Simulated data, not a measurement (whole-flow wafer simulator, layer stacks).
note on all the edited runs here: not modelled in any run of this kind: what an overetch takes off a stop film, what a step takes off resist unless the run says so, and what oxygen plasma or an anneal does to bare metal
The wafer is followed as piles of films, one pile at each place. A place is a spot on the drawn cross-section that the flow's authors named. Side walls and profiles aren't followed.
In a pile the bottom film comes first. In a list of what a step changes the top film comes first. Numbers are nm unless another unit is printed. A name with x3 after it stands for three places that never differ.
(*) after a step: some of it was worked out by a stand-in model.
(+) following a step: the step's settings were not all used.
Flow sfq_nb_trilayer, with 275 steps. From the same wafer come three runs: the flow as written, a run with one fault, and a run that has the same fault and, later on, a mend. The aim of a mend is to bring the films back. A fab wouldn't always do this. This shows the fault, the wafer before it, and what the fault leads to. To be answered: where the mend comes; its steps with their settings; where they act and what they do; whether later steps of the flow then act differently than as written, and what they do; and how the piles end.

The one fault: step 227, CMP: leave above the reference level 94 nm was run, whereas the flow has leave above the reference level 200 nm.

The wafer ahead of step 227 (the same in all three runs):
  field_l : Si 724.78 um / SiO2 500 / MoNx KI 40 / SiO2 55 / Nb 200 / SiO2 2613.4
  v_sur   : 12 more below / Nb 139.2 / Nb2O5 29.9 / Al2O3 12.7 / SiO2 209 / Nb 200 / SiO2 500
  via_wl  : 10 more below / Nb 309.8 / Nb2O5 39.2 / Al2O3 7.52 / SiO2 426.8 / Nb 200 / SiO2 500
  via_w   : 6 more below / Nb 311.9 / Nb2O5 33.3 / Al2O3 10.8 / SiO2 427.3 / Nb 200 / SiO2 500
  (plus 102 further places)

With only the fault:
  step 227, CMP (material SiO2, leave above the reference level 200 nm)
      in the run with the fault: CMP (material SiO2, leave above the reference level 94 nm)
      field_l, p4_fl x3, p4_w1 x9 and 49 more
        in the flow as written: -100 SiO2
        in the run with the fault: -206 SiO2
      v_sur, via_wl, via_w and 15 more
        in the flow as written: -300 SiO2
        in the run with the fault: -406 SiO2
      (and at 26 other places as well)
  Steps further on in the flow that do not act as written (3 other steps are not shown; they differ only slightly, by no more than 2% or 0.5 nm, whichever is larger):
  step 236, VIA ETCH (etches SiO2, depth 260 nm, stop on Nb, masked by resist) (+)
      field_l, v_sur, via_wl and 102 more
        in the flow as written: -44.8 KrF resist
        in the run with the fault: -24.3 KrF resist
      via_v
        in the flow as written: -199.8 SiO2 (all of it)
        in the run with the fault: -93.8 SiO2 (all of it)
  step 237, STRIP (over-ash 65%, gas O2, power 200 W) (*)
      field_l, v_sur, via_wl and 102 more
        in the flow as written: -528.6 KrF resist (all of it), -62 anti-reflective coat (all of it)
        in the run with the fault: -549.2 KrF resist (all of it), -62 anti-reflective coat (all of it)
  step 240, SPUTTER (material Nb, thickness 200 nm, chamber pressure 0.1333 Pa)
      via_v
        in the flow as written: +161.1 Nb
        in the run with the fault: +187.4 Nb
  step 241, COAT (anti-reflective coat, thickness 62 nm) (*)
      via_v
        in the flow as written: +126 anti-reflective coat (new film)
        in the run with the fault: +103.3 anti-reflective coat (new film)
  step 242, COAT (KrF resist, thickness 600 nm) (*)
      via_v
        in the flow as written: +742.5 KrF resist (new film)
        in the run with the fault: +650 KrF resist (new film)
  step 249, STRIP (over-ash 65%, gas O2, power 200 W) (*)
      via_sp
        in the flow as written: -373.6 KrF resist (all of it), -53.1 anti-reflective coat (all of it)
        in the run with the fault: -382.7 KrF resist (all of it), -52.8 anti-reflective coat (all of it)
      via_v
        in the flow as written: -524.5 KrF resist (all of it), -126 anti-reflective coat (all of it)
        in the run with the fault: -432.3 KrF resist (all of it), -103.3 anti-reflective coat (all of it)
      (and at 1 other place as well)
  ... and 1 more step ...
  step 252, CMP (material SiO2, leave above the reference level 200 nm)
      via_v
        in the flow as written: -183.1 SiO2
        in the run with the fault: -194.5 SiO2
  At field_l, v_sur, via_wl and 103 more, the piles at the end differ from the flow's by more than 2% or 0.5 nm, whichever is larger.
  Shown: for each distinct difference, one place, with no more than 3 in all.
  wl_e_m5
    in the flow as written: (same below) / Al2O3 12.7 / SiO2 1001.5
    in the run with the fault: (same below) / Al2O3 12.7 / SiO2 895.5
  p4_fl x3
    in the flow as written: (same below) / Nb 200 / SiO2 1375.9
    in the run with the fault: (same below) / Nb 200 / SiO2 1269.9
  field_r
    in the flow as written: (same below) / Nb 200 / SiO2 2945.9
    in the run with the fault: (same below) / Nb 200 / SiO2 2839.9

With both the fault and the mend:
  After step 228 comes the mend.
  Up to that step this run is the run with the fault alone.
  step 228a, PECVD (material SiO2, thickness 106 nm, 150 C, 23.56 s, RF power 183.3 W, pressure 2.4 Torr, precursor SiH4/N2O) (a further turn of the flow's step 226, with different settings)
      field_l, v_sur, via_wl and 103 more
        +106 SiO2
  None of the later steps of the flow differs from how it acts as written, at any place that is followed, by more than 2% or 0.5 nm, whichever is larger.
  By the end, the piles equal the flow's at every place that both follow.
